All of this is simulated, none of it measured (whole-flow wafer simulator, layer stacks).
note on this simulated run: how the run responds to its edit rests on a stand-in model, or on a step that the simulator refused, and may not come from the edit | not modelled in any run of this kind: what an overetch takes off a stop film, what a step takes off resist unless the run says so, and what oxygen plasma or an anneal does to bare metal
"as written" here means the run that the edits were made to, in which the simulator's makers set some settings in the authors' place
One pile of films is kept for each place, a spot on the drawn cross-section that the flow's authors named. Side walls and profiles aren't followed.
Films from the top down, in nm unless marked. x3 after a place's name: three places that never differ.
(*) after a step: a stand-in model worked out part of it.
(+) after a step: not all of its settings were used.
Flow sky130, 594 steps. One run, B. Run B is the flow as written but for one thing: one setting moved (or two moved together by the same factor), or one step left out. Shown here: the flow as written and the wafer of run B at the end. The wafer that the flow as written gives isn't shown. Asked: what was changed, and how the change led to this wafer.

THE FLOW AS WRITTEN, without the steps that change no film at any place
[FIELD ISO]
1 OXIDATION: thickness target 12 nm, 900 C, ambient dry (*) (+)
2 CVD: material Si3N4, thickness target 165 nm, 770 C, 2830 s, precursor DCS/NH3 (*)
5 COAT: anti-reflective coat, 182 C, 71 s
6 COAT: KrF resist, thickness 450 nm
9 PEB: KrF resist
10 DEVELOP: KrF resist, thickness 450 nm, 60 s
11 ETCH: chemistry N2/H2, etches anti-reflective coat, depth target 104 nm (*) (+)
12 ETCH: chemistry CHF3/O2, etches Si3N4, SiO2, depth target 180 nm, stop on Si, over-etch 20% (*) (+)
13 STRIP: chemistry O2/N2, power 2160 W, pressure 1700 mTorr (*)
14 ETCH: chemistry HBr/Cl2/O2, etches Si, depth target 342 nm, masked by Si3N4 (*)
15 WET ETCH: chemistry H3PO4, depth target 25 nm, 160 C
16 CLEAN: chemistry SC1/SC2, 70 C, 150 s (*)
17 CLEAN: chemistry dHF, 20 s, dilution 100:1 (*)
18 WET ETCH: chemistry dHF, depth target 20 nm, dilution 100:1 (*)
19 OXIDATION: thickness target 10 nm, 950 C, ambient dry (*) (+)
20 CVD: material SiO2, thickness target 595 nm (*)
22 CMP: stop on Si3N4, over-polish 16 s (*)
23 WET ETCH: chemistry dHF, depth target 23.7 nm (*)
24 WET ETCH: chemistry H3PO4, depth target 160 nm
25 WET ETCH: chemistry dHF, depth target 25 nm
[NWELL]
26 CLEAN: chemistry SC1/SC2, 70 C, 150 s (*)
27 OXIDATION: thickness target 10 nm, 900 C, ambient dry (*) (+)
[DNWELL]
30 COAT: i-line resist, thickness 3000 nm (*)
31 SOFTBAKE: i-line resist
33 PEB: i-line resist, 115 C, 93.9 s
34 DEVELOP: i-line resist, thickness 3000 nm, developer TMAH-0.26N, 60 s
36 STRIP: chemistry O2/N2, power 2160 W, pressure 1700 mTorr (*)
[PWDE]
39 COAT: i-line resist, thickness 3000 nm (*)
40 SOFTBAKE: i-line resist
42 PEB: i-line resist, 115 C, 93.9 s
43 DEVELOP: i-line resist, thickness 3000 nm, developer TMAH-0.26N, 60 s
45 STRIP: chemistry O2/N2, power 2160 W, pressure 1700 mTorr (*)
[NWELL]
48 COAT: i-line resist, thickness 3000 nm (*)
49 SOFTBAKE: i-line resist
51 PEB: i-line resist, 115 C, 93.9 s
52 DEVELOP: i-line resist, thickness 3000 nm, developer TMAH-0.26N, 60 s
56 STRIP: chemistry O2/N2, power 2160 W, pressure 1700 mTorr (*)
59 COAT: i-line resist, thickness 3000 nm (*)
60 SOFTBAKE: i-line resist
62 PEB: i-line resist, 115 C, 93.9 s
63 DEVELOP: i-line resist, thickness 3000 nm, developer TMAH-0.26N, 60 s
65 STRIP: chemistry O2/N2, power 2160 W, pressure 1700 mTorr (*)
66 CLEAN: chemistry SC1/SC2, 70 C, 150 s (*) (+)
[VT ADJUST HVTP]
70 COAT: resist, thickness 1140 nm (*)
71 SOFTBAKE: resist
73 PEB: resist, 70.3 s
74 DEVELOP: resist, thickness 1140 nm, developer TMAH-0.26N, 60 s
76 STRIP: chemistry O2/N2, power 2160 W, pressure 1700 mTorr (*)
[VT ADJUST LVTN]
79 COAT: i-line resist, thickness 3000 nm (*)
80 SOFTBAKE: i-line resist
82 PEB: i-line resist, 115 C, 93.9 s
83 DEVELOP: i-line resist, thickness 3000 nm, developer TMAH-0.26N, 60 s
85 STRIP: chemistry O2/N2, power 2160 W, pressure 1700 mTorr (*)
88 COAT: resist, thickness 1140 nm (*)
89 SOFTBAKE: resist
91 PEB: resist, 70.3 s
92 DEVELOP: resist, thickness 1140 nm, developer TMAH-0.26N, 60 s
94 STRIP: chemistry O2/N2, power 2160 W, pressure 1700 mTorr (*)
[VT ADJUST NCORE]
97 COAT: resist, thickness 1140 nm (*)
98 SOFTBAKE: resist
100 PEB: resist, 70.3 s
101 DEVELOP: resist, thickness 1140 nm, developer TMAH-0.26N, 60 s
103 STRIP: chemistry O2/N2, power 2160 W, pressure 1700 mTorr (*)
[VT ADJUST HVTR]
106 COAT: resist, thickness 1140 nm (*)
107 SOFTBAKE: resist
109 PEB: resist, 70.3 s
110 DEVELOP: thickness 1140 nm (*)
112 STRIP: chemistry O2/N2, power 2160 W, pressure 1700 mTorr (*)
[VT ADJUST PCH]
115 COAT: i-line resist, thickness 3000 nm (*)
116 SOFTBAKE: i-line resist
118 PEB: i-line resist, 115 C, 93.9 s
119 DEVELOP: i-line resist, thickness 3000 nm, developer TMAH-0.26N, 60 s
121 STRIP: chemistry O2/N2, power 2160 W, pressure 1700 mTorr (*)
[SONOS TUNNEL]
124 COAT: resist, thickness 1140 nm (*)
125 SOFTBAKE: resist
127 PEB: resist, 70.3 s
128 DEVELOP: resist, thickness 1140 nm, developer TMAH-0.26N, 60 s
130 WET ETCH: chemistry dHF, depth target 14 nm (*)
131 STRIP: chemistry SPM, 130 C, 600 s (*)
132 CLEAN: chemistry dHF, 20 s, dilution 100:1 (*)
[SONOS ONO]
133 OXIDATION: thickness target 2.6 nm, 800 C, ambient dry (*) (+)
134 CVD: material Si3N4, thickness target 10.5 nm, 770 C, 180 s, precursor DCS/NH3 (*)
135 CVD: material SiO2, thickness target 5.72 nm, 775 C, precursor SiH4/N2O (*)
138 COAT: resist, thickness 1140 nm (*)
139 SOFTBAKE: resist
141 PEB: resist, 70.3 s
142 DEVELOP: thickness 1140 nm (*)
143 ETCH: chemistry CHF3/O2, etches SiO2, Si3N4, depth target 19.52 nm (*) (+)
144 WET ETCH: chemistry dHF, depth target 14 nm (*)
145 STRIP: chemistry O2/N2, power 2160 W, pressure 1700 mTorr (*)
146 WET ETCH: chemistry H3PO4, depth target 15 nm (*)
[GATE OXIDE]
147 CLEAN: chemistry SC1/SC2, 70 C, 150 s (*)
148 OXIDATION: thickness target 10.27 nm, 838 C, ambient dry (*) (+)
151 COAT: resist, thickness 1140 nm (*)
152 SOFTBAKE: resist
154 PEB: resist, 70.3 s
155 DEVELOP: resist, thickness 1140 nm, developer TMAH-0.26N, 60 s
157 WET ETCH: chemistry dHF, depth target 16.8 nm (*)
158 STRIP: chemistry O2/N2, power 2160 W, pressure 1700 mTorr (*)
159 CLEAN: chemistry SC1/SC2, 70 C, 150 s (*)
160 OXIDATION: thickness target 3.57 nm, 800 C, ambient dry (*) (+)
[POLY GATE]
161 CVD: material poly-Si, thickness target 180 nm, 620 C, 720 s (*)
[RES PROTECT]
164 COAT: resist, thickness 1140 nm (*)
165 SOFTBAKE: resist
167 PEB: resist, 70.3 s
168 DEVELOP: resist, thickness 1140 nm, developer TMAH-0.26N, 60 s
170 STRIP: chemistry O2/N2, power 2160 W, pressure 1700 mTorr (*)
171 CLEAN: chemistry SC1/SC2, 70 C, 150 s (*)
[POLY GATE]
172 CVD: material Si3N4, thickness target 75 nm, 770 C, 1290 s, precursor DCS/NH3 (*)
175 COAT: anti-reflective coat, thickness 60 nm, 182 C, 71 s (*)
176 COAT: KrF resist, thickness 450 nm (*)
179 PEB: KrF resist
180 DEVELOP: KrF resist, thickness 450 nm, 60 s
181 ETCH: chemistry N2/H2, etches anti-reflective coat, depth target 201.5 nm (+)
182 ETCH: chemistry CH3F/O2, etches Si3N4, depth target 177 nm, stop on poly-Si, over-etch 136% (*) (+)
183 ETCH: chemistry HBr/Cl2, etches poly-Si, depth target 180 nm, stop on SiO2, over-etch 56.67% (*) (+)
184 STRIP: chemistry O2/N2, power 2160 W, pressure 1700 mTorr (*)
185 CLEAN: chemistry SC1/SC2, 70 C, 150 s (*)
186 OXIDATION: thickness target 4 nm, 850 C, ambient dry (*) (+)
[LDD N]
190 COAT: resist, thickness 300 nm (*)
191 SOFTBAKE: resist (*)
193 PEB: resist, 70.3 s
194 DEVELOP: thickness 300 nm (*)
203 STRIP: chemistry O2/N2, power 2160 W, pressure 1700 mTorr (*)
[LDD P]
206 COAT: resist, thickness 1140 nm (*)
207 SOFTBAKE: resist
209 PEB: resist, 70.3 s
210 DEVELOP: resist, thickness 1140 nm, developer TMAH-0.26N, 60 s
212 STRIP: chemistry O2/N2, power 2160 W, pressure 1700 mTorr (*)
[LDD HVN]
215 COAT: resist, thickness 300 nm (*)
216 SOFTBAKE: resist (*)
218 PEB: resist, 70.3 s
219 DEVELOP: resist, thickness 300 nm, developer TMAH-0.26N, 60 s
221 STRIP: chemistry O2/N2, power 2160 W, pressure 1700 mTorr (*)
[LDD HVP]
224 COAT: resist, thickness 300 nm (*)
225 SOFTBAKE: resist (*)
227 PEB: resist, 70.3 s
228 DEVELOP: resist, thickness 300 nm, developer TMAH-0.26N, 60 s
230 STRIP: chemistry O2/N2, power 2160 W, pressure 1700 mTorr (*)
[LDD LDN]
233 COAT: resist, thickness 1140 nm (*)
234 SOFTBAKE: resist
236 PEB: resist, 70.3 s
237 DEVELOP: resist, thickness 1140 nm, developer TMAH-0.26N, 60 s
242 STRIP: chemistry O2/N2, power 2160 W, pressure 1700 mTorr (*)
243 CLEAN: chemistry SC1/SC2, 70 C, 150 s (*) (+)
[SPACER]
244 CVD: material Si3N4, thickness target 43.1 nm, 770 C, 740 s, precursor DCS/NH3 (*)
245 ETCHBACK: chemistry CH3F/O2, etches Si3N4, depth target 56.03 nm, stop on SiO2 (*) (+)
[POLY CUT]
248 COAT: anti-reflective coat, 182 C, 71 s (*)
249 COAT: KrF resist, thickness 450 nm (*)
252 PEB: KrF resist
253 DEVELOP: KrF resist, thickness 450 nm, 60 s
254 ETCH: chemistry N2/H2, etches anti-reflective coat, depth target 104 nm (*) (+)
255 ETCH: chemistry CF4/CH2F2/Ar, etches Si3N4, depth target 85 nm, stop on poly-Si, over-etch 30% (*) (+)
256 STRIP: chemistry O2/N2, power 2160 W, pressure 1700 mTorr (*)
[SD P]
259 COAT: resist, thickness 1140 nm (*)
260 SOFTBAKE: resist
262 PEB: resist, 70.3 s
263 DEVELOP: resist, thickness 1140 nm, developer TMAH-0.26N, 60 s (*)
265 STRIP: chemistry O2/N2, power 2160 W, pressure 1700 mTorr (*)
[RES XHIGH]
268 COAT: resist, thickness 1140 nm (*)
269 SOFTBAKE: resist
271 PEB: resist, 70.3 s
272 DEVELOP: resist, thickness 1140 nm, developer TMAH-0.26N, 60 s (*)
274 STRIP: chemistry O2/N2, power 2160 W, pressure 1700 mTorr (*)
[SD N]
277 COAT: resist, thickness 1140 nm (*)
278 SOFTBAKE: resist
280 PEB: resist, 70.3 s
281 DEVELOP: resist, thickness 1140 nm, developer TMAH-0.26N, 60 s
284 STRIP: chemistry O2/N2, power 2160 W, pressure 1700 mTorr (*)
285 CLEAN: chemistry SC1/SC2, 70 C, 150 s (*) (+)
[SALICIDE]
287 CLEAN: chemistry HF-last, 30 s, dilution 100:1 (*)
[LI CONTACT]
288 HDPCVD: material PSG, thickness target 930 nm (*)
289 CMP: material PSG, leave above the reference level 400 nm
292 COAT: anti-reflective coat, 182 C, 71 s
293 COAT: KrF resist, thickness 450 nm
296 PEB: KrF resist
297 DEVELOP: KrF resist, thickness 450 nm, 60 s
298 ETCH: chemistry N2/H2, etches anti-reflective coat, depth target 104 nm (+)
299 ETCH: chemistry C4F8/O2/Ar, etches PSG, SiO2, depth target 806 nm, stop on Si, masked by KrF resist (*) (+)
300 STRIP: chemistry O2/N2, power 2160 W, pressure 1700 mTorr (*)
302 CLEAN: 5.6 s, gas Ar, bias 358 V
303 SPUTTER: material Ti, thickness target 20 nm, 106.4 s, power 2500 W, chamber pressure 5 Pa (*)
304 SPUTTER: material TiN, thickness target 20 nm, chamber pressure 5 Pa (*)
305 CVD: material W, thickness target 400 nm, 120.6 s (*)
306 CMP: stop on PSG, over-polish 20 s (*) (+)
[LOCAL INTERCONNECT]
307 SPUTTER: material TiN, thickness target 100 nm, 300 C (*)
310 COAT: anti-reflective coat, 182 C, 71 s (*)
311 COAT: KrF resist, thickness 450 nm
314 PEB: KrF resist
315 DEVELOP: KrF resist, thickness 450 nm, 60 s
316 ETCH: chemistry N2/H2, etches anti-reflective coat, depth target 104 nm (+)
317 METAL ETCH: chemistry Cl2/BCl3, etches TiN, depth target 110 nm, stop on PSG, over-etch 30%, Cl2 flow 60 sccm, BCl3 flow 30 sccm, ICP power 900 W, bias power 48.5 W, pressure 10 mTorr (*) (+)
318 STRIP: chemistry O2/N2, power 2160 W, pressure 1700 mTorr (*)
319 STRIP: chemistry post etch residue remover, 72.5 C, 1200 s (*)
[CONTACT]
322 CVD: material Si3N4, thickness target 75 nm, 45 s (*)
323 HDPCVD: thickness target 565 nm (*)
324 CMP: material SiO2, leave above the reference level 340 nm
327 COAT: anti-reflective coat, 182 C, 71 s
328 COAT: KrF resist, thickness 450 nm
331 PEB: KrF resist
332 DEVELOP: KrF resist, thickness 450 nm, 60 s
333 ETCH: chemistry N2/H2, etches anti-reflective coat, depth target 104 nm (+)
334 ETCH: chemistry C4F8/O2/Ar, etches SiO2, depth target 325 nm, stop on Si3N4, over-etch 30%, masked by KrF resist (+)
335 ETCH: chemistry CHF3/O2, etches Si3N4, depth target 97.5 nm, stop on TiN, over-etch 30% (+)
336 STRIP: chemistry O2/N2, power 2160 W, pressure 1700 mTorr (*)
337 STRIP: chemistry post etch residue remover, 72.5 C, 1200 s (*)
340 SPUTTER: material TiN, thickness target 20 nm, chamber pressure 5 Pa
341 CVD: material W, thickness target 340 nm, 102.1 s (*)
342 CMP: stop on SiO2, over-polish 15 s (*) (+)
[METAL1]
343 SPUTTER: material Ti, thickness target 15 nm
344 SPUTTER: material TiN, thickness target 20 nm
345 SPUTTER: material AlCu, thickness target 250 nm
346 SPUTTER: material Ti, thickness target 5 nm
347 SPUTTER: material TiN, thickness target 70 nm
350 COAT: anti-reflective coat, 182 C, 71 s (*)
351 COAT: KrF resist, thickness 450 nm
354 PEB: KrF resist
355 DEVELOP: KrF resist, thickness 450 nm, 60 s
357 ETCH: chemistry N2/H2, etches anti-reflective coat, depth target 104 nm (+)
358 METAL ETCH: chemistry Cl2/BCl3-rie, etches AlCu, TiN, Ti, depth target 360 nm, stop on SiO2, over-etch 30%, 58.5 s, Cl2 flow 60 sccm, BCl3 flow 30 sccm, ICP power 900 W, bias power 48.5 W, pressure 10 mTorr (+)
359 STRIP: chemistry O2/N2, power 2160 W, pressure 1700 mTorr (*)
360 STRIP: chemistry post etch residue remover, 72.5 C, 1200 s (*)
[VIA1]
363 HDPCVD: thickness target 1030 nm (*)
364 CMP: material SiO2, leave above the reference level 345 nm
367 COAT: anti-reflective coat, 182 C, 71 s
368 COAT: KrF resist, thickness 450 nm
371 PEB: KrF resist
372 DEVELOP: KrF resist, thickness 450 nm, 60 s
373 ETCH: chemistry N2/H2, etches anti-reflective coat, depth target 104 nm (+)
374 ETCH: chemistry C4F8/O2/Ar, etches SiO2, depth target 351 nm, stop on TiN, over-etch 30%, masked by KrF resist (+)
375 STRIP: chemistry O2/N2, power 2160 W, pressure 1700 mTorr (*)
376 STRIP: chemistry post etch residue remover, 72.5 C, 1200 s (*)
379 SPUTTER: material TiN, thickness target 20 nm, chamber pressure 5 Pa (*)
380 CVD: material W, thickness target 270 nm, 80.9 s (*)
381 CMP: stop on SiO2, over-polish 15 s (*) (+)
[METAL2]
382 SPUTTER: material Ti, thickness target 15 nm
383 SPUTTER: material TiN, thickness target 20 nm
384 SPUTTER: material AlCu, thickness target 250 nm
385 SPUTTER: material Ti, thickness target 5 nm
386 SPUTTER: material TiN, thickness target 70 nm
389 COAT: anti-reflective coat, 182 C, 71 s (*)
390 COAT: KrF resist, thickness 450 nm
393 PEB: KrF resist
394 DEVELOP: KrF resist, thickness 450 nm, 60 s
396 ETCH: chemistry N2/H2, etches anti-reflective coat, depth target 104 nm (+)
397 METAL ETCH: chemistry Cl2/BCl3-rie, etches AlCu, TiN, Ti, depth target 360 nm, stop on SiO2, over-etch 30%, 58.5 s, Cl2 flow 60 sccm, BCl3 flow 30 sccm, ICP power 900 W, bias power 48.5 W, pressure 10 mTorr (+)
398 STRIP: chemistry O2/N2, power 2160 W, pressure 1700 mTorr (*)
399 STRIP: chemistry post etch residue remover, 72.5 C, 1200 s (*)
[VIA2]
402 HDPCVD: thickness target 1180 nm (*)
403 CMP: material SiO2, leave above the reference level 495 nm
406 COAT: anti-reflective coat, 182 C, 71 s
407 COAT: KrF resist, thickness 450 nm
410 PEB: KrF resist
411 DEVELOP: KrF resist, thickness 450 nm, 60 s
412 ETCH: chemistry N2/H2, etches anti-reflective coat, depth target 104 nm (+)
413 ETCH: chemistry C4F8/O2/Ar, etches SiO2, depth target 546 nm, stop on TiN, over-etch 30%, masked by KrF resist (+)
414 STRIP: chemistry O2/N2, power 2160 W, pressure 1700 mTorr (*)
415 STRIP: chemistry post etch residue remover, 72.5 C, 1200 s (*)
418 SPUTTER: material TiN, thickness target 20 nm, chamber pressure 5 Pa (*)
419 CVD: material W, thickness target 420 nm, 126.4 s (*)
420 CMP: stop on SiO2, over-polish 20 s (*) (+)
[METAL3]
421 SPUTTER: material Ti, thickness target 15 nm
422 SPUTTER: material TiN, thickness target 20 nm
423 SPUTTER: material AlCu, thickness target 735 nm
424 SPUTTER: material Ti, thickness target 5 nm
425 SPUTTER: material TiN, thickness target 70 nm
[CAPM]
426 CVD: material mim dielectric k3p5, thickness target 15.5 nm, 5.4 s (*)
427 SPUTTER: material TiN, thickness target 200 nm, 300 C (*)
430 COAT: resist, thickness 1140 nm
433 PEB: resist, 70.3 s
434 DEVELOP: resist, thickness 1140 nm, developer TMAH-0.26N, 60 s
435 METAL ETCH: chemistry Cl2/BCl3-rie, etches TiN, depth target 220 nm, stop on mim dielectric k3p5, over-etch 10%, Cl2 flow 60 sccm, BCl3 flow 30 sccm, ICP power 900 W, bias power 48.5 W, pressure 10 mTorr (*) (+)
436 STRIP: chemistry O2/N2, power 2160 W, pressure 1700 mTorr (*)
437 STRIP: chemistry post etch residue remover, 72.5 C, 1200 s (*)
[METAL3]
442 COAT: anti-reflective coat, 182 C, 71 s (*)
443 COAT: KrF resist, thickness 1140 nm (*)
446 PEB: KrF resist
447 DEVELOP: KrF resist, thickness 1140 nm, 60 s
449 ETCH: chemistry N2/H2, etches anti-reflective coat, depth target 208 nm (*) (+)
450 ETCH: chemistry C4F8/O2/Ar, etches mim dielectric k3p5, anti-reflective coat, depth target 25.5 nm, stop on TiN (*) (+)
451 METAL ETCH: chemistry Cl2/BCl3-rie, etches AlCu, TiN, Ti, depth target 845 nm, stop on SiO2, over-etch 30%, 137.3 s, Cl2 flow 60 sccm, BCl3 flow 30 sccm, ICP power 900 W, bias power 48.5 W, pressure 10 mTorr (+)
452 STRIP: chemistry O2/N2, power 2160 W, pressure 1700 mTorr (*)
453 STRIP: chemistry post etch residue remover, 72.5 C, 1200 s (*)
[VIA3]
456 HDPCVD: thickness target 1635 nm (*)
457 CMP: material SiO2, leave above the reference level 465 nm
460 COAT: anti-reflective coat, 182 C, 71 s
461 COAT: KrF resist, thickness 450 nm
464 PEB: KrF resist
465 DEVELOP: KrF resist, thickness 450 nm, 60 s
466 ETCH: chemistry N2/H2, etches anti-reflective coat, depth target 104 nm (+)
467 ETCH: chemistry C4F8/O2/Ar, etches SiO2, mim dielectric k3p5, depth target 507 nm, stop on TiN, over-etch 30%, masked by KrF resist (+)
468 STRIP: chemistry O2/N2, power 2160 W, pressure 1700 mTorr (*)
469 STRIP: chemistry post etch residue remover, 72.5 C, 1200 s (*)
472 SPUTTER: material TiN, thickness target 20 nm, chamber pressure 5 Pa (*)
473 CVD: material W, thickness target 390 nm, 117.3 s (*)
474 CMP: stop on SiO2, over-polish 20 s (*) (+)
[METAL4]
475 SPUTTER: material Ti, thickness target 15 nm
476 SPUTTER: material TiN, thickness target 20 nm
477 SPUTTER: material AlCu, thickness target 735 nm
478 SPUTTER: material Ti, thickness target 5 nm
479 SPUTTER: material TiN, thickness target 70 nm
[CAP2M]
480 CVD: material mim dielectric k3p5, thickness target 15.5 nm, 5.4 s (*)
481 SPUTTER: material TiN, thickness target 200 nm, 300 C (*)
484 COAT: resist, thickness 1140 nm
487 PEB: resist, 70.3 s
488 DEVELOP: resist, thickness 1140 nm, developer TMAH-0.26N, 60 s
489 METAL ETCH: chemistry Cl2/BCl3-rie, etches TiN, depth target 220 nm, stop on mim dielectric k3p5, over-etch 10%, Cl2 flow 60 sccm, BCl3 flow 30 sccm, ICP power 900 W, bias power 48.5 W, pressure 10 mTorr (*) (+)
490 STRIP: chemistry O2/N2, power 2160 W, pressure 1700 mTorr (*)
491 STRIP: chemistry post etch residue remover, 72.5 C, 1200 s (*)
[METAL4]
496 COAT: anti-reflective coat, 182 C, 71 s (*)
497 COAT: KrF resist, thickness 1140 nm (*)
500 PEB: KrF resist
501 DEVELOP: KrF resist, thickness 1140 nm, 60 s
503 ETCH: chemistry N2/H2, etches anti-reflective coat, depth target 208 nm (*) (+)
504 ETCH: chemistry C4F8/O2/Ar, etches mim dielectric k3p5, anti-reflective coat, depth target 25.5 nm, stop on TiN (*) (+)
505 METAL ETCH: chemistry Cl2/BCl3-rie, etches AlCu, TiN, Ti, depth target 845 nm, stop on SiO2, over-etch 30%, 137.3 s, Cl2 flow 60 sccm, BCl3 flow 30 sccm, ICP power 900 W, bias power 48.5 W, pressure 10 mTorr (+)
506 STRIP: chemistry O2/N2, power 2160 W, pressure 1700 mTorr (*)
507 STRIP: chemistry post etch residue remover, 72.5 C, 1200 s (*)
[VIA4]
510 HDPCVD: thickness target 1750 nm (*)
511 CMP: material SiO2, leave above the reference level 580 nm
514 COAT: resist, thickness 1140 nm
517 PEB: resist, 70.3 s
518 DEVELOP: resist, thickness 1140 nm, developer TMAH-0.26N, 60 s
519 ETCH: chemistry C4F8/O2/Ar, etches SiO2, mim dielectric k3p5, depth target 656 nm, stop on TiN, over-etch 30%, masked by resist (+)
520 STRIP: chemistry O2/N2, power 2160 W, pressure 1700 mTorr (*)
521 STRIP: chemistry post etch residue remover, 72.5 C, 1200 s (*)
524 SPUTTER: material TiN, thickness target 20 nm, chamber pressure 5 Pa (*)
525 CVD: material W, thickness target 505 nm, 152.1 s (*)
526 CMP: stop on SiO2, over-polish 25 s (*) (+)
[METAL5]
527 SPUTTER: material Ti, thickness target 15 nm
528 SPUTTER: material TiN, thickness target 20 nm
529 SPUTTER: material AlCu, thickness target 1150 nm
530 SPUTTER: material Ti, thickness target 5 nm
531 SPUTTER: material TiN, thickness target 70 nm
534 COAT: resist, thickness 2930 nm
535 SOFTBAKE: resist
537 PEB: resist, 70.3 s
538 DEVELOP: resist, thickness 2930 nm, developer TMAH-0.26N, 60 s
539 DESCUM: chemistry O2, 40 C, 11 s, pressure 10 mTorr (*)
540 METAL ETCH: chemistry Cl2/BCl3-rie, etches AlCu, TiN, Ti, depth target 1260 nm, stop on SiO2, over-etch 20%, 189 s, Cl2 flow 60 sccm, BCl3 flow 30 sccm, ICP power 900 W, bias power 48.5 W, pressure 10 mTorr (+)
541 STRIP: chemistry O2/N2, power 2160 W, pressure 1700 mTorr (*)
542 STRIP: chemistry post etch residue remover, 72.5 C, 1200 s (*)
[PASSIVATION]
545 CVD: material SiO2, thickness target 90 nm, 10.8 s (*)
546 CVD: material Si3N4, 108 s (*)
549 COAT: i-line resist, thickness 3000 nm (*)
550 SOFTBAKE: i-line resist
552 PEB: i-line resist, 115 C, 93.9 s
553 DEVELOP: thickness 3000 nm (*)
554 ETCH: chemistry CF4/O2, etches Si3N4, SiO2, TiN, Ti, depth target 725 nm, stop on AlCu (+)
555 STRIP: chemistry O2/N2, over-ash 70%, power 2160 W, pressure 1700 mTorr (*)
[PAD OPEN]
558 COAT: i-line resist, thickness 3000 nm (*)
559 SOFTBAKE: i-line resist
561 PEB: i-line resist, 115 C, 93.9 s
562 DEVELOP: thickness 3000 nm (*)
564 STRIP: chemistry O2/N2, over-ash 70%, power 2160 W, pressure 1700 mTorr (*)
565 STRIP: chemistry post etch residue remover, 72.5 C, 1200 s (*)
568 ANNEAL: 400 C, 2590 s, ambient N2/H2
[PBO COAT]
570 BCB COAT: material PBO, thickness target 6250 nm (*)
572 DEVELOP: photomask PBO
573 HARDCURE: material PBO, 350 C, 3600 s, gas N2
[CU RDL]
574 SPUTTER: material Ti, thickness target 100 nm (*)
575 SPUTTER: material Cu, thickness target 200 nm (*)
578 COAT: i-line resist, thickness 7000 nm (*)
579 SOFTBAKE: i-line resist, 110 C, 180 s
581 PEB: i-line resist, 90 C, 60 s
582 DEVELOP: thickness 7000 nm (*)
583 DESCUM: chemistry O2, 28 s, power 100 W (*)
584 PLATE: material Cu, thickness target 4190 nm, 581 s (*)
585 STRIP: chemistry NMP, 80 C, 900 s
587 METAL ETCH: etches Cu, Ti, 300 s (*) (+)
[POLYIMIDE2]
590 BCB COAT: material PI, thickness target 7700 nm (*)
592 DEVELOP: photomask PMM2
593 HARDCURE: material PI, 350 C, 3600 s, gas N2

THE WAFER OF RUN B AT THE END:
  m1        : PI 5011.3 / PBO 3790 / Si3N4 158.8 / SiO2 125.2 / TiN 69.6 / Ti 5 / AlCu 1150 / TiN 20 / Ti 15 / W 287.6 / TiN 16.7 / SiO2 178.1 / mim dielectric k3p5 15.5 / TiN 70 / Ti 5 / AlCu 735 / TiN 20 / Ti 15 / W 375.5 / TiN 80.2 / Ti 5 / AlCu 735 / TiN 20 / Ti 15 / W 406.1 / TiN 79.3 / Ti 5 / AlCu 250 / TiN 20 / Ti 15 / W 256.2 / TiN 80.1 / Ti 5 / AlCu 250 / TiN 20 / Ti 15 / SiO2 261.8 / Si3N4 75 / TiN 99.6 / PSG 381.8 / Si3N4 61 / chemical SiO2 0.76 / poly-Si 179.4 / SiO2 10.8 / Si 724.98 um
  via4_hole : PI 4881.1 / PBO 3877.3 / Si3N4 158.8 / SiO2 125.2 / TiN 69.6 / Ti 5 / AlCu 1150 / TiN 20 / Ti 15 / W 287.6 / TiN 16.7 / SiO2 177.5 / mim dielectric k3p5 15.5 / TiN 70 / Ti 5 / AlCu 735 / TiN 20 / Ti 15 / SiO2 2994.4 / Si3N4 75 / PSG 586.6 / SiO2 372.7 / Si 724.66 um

The cause: step 519, ETCH: depth target 312 nm was run, where the flow has depth target 656 nm.

How the change led to this, step by step:
  519 ETCH: chemistry C4F8/O2/Ar, etches SiO2, mim dielectric k3p5, depth target 656 nm, stop on TiN, over-etch 30%, masked by resist (+)
      m1: SiO2 -312 (as written it would be: SiO2 -490.1 (all of it), mim dielectric k3p5 -15.5 (all of it))
      via4_hole: SiO2 -312 (as written it would be: SiO2 -489.5 (all of it), mim dielectric k3p5 -15.5 (all of it))
      (and at 191 more places)
  520 STRIP: chemistry O2/N2, power 2160 W, pressure 1700 mTorr (*)
      field, active, n_well and 188 more: resist -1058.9 (all of it) (as written it would be: resist -990.1 (all of it))
  524 SPUTTER: material TiN, thickness target 20 nm, chamber pressure 5 Pa (*)
      m1, via4_hole: TiN +16.7 (new film) (as written it would be: TiN +15.3)
  525 CVD: material W, thickness target 505 nm, 152.1 s (*)
      m1: W +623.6 (new film) (as written it would be: W +1015.8 (new film))
      via4_hole: W +625.3 (new film) (as written it would be: W +1015.2 (new film))
  526 CMP: stop on SiO2, over-polish 25 s (*) (+)
      m1: W -335.9 (as written it would be: W -532.7)
      via4_hole: W -337.7 (as written it would be: W -532.7)
Counting metal films that touch as one body, m1 has 3 bodies (between them, from the top down: SiO2 178.1 / mim dielectric k3p5 15.5; SiO2 261.8 / Si3N4 75); the flow as written gives 2 bodies (between them, from the top down: SiO2 261.8 / Si3N4 75).
Counting metal films that touch as one body, via4_hole has 2 bodies (between them, from the top down: SiO2 177.5 / mim dielectric k3p5 15.5); the flow as written gives 1 body.
